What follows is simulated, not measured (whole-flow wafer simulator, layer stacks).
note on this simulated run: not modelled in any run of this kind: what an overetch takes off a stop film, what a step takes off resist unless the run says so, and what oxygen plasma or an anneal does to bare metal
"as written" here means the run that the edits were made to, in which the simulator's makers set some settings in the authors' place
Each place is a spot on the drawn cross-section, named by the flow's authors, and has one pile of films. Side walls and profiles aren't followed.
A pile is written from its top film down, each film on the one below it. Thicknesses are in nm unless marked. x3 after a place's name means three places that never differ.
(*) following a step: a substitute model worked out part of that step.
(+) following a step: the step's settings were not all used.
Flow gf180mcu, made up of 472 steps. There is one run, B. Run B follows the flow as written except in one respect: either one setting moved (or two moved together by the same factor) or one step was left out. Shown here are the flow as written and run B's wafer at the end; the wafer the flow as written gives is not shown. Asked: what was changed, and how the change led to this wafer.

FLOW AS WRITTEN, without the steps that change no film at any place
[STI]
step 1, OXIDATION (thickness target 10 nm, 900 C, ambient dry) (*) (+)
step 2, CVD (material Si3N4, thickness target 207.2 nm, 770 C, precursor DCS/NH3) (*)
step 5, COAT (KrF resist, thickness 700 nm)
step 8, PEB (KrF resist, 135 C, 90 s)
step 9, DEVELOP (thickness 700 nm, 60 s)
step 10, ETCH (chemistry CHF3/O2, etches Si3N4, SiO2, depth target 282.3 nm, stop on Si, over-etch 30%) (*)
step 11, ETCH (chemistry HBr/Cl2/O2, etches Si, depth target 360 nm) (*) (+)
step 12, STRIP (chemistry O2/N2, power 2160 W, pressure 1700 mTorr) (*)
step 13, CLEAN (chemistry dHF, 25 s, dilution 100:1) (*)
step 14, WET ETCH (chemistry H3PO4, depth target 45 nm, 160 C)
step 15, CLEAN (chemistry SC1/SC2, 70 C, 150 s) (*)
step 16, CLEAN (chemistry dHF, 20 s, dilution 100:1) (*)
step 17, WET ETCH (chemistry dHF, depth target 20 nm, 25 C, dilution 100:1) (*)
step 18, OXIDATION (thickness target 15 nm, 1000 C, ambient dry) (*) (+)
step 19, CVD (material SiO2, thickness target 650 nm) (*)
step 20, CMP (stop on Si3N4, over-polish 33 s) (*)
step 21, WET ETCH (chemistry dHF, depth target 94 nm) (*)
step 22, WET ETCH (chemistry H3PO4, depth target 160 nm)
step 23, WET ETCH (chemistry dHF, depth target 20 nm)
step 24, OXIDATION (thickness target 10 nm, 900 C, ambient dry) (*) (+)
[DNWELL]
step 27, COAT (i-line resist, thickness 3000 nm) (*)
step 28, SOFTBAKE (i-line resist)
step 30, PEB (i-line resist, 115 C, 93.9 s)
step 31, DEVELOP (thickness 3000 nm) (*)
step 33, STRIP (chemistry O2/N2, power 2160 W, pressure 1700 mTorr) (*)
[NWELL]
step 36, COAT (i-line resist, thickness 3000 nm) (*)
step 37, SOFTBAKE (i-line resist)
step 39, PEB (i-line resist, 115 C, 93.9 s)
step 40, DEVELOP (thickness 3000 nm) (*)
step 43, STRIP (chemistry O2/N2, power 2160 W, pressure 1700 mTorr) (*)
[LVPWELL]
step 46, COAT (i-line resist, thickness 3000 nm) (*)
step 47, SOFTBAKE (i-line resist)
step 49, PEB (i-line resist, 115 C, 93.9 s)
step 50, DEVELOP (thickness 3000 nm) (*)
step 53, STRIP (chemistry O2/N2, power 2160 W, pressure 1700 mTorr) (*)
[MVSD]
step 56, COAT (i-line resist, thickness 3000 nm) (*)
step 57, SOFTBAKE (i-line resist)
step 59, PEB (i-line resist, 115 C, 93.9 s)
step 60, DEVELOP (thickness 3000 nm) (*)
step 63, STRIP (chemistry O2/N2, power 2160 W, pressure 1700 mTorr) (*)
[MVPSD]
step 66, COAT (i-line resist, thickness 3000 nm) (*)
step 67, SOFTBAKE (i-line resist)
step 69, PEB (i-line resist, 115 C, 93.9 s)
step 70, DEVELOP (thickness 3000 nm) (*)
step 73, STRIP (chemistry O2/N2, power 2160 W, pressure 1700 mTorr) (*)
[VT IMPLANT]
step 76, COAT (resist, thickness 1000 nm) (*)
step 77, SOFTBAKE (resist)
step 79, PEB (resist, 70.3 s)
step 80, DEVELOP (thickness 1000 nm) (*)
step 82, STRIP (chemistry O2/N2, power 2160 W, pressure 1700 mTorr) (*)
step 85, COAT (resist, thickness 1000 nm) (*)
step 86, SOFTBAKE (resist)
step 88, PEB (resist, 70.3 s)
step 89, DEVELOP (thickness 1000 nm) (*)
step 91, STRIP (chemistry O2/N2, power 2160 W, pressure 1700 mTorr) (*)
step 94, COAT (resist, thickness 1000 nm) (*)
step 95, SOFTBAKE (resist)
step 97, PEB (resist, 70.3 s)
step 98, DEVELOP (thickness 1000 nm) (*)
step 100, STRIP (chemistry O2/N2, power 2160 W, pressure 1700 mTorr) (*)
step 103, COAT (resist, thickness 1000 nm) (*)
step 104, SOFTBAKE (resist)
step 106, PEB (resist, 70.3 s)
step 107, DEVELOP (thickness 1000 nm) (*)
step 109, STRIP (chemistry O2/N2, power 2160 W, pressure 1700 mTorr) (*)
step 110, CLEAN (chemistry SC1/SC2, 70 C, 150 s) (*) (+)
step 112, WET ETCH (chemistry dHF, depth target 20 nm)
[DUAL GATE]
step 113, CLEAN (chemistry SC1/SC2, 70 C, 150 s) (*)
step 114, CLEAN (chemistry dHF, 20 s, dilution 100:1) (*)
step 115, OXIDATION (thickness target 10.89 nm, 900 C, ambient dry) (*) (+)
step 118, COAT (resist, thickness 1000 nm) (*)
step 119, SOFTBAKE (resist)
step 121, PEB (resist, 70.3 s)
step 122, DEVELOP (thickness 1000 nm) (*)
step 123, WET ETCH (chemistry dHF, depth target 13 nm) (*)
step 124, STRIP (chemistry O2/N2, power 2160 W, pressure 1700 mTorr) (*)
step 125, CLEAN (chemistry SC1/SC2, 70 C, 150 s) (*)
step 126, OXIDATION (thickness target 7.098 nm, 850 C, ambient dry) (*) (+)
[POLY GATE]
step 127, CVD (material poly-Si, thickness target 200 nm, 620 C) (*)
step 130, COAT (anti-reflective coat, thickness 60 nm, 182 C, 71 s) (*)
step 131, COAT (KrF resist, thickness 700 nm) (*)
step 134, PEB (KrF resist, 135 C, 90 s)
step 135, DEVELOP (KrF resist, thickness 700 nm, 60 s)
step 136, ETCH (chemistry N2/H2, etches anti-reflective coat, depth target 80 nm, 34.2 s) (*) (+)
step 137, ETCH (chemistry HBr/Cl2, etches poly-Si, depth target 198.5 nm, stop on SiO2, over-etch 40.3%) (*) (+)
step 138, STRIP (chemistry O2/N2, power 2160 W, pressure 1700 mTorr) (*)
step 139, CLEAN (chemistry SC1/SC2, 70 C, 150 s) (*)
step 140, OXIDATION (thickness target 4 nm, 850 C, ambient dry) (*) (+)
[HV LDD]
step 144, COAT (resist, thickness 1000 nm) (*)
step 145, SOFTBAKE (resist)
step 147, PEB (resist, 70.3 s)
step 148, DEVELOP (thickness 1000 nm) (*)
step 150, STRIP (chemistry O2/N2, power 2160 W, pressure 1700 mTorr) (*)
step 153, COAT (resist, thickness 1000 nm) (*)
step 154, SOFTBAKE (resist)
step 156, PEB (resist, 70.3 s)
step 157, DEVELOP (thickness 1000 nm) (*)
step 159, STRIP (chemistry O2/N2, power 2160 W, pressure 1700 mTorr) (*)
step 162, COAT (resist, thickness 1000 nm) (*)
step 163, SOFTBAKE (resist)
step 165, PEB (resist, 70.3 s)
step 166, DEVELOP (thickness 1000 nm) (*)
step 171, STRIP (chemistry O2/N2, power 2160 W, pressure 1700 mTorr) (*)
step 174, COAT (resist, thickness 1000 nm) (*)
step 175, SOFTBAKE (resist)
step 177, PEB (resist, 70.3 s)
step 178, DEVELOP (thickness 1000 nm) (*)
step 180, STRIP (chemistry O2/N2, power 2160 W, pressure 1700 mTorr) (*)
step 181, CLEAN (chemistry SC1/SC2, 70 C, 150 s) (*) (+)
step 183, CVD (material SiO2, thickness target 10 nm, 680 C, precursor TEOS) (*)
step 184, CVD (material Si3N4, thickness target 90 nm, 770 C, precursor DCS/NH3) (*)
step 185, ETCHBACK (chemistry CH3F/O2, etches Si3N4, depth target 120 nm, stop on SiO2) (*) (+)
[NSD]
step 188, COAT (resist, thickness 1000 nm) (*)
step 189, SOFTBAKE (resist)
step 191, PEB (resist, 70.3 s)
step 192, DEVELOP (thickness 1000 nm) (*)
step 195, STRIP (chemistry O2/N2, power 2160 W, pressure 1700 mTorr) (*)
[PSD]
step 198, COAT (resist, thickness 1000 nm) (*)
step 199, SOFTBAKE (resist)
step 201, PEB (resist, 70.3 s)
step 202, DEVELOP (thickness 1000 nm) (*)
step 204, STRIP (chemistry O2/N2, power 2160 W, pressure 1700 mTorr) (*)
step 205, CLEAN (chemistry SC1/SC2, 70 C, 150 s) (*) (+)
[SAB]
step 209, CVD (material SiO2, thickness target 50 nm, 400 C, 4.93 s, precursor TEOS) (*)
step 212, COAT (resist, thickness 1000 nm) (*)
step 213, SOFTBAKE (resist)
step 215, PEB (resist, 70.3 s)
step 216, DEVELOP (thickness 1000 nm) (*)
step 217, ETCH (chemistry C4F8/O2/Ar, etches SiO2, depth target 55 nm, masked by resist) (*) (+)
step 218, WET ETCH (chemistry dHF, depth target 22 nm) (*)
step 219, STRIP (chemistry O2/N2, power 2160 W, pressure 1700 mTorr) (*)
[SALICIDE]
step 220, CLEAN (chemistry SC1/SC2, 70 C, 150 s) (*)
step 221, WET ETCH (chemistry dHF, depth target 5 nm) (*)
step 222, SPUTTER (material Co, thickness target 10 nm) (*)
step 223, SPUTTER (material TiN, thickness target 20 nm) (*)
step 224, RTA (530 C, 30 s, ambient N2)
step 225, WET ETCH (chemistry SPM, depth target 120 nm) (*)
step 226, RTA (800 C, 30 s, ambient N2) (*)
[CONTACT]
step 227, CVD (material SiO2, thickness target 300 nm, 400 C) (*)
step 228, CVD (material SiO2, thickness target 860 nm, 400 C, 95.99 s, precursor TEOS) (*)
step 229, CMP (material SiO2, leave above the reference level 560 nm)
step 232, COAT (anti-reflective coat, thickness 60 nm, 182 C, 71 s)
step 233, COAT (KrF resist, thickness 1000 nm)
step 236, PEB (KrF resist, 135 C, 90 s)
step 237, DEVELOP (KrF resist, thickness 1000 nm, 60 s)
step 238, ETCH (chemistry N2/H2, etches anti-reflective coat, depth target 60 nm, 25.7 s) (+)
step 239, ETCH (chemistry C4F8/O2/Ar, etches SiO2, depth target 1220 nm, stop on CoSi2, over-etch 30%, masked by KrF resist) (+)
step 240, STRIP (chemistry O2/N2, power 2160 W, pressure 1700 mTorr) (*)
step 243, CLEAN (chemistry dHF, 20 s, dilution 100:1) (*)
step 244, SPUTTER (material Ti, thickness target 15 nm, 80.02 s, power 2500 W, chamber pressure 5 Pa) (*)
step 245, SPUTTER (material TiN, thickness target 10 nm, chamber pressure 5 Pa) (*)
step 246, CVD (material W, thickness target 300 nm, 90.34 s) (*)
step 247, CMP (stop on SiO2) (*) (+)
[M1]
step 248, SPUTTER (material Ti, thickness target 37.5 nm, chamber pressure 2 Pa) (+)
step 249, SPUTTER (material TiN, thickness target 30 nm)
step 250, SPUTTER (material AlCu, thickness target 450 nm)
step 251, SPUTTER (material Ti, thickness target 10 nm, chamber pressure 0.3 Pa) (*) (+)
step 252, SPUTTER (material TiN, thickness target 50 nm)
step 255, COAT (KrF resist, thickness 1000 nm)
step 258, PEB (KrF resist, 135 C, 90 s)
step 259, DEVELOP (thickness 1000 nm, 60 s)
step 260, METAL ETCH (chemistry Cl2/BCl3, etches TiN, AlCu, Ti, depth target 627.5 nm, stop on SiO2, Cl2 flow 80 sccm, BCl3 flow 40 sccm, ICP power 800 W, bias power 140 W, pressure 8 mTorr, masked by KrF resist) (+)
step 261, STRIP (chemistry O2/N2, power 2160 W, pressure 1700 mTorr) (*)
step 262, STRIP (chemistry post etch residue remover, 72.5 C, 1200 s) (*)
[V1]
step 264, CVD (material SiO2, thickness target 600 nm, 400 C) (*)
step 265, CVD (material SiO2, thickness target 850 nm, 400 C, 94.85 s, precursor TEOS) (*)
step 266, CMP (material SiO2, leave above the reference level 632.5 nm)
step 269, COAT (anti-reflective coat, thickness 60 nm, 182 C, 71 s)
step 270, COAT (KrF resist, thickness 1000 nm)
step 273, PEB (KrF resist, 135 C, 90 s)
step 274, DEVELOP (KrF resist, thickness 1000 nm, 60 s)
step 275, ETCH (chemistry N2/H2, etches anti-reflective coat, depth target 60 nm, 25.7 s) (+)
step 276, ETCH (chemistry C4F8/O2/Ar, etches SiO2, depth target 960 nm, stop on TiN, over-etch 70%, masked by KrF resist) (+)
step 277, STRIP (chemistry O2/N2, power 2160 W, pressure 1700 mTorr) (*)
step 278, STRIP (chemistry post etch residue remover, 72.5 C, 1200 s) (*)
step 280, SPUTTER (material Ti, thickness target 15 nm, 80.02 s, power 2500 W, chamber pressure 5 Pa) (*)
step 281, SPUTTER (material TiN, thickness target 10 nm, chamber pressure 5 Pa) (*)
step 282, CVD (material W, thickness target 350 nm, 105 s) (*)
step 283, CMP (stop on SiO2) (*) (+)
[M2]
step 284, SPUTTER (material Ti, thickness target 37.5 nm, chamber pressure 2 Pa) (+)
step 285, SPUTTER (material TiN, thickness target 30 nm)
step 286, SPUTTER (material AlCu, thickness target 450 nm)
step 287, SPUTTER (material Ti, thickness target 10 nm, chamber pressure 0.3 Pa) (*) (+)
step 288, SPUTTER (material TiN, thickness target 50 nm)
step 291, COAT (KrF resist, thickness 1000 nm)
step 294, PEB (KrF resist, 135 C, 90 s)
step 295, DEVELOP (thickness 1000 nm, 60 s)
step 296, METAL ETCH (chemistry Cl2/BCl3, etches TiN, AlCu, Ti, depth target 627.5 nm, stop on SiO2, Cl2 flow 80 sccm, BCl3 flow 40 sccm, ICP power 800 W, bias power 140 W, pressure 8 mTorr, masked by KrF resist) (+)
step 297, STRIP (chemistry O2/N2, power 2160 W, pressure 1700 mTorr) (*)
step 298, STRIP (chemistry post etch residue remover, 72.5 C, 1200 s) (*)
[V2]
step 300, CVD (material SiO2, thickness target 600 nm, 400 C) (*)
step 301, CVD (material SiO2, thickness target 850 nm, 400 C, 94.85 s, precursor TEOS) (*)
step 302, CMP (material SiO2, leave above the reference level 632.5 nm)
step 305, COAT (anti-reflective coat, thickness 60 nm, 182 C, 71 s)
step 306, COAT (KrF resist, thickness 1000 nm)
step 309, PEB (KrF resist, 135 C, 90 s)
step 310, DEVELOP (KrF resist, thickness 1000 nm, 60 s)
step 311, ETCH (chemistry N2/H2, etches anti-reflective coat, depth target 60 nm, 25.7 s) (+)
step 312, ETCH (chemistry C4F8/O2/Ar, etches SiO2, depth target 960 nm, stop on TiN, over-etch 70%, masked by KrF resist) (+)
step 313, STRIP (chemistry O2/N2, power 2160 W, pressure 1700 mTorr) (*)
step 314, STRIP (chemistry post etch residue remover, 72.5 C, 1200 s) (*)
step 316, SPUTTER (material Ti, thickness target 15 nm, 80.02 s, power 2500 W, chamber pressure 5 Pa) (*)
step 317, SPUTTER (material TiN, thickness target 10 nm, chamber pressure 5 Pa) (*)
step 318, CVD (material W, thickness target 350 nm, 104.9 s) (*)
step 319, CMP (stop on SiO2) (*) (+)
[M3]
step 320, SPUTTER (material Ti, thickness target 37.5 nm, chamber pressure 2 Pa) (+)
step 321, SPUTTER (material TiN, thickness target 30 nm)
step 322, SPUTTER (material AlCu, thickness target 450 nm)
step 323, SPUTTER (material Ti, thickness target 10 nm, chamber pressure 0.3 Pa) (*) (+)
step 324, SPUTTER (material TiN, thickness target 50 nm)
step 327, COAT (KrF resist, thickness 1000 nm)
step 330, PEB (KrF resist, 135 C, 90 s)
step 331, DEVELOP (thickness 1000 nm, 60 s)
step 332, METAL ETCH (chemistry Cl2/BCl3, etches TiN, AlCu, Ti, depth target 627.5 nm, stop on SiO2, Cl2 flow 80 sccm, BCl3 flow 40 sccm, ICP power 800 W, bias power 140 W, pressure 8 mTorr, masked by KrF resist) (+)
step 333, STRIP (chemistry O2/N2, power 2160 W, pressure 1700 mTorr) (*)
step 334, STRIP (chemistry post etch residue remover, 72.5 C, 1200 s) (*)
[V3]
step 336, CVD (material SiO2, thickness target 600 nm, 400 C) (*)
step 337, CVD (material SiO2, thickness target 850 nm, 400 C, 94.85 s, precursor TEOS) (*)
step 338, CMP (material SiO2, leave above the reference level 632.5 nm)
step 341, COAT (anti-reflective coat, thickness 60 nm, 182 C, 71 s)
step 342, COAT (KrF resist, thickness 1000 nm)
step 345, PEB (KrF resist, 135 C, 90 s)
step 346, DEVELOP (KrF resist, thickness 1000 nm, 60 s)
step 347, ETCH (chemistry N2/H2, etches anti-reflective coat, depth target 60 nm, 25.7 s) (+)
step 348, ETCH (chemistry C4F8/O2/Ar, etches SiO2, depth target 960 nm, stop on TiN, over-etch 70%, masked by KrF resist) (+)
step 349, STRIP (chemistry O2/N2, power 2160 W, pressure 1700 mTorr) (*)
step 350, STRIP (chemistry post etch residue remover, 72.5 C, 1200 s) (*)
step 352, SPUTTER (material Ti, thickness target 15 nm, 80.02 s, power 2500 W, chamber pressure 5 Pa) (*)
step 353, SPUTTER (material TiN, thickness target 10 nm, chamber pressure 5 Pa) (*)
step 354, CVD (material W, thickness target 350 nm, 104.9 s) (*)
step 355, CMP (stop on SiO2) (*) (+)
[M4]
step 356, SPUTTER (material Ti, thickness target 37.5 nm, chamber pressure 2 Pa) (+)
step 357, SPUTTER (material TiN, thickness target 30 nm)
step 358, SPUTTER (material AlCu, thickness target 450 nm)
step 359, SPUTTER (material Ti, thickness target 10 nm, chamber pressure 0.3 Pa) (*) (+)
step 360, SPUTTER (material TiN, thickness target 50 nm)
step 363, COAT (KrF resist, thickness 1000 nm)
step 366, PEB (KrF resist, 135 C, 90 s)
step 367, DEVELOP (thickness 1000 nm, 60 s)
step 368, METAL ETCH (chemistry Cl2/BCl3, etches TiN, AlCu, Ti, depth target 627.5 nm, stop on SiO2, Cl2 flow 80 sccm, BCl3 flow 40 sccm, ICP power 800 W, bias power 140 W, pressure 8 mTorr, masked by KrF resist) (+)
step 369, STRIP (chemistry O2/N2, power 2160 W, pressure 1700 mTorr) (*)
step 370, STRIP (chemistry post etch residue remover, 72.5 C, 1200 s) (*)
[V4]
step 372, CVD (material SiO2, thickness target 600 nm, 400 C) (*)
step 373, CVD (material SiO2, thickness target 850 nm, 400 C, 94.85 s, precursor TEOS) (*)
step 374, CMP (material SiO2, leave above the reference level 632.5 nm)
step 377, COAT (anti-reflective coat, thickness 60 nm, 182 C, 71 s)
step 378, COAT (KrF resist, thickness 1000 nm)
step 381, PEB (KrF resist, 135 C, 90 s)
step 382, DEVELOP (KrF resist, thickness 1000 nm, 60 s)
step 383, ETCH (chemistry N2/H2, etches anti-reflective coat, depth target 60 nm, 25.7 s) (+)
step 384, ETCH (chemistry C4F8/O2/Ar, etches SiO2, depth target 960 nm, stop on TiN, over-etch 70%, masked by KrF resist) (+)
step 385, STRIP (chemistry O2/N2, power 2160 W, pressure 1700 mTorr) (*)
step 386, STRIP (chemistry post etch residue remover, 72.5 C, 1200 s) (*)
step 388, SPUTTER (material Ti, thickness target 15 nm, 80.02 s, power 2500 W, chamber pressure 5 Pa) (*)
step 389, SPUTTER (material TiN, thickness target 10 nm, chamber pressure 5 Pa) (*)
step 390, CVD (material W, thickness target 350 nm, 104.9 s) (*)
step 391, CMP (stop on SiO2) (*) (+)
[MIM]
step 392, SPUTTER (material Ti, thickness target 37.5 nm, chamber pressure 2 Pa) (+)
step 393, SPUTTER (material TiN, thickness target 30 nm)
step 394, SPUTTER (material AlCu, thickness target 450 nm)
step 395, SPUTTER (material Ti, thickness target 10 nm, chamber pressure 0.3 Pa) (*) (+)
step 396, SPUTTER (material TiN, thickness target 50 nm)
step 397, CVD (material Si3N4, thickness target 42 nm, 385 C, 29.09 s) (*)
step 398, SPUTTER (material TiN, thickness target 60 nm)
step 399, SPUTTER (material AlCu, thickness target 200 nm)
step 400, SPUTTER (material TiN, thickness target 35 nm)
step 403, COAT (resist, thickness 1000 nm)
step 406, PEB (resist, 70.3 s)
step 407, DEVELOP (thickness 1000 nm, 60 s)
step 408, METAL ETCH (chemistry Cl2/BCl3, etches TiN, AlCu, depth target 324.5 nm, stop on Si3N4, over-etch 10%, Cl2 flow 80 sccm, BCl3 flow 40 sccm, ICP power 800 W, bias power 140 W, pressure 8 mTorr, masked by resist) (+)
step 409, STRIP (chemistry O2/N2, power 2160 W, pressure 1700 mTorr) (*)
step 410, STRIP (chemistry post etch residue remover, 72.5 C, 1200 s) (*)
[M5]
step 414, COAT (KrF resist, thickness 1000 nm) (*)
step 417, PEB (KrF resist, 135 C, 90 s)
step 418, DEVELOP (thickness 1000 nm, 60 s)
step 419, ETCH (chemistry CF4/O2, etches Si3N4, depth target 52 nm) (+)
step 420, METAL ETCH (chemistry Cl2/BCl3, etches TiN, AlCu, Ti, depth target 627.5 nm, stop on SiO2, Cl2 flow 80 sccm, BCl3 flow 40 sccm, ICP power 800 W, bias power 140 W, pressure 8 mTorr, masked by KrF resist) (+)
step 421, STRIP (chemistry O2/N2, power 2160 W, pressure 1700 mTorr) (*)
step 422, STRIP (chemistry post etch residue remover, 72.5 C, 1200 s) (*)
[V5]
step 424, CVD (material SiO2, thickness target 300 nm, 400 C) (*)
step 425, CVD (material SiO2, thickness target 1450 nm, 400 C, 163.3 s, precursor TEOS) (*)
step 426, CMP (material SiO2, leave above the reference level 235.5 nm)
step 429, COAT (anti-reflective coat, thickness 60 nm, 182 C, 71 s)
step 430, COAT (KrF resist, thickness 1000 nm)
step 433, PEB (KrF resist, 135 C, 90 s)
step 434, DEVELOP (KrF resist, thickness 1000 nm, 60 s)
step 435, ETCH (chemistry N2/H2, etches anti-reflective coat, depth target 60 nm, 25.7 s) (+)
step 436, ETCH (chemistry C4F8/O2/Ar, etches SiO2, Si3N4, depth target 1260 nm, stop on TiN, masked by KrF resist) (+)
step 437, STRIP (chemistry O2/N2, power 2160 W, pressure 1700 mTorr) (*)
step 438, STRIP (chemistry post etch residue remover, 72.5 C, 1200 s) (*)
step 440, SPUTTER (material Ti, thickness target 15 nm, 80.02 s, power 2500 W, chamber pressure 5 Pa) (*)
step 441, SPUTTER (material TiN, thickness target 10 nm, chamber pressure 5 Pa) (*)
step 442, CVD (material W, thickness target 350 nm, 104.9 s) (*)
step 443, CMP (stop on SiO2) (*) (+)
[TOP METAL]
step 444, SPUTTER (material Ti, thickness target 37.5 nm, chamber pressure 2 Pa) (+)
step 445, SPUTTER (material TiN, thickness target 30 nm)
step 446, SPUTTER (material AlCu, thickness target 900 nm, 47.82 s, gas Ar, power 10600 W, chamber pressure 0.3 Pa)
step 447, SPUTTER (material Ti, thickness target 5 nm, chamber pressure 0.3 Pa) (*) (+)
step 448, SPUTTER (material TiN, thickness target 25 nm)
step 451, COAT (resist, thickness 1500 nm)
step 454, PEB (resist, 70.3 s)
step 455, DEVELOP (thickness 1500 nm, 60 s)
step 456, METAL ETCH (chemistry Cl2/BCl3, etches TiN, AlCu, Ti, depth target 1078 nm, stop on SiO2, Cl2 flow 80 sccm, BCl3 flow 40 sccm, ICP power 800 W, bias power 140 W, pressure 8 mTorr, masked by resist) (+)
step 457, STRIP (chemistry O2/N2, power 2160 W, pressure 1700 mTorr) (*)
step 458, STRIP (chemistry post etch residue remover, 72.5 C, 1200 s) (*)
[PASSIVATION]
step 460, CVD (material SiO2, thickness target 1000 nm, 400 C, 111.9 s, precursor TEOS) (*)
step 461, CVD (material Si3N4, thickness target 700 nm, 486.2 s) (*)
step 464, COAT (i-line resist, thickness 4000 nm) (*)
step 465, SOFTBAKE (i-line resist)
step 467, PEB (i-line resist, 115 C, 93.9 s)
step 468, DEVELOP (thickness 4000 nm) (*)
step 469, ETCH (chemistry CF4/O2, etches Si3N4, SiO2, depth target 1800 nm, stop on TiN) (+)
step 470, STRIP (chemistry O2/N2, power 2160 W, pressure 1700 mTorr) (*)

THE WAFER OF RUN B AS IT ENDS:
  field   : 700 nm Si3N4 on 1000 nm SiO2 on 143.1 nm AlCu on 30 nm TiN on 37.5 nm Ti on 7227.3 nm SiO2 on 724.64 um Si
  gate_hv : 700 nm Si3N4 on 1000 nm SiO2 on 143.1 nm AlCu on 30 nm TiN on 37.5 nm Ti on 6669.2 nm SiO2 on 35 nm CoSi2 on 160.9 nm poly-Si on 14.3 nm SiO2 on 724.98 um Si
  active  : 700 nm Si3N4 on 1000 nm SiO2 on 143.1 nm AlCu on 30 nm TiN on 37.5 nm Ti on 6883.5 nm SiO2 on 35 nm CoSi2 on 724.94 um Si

Cause: step 456, METAL ETCH: depth target 781.2 nm was run, while the flow as written has depth target 1078 nm.

Step by step, how the change led to this:
  step 456, METAL ETCH (chemistry Cl2/BCl3, etches TiN, AlCu, Ti, depth target 1078 nm, stop on SiO2, Cl2 flow 80 sccm, BCl3 flow 40 sccm, ICP power 800 W, bias power 140 W, pressure 8 mTorr, masked by resist) (+)
      field, field__w1, field__w2 and 103 more: TiN loses 25 (all of it), Ti loses 5 (all of it), AlCu loses 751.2 (it would be, as written: TiN loses 25 (all of it), Ti loses 5 (all of it), AlCu loses 900 (all of it), TiN loses 30 (all of it), Ti loses 37.5 (all of it))
      field__w8, contact, m1, m1__w1, pad, m1_nw: resist loses 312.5 (it would be, as written: resist loses 431)
  step 457, STRIP (chemistry O2/N2, power 2160 W, pressure 1700 mTorr) (*)
      field__w8, contact, m1, m1__w1, pad, m1_nw: resist loses 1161 (all of it) (it would be, as written: resist loses 1042.5 (all of it))
  step 458, STRIP (chemistry post etch residue remover, 72.5 C, 1200 s) (*)
      field, field__w1, field__w2 and 103 more: AlCu loses 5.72 (it would be, as written: nothing)
  step 460, CVD (material SiO2, thickness target 1000 nm, 400 C, 111.9 s, precursor TEOS) (*)
      field, field__w1, field__w2 and 103 more: SiO2 gains 1000 (new film) (it would be, as written: SiO2 gains 1000)
  step 464, COAT (i-line resist, thickness 4000 nm) (*)
      field__w8: i-line resist gains 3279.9 (new film) (it would be, as written: i-line resist gains 3093.1 (new film))
      contact: i-line resist gains 3321.1 (new film) (it would be, as written: i-line resist gains 3153.6 (new film))
      (and at 4 other places as well)
  step 465, SOFTBAKE (i-line resist)
      gate: i-line resist loses 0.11 (it would be, as written: i-line resist gains 1.79)
      field__w11, field__w13: i-line resist gains 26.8 (it would be, as written: i-line resist gains 37.6)
      (and at 66 other places as well)
  step 467, PEB (i-line resist, 115 C, 93.9 s)
      field__w8, m1__w1: i-line resist loses 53 (it would be, as written: i-line resist loses 49.2)
      contact, m1: i-line resist loses 53.3 (it would be, as written: i-line resist loses 49.6)
      (and at 2 other places as well)
  step 468, DEVELOP (thickness 4000 nm) (*)
      pad: i-line resist loses 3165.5 (all of it) (it would be, as written: i-line resist loses 2960.4 (all of it))
  step 470, STRIP (chemistry O2/N2, power 2160 W, pressure 1700 mTorr) (*)
      field__w8, m1__w1: i-line resist loses 1977.8 (all of it) (it would be, as written: i-line resist loses 1775.9 (all of it))
      contact: i-line resist loses 1993.2 (all of it) (it would be, as written: i-line resist loses 1798.3 (all of it))
      (and at 2 other places as well)
With metal films that touch counted as one body, field has 1 body; the flow as written gives 0 bodies.
With metal films that touch counted as one body, gate_hv has 2 bodies (between them, from the top down: SiO2 6669.2); the flow as written gives 1 body.
With metal films that touch counted as one body, active has 2 bodies (between them, from the top down: SiO2 6883.5); the flow as written gives 1 body.
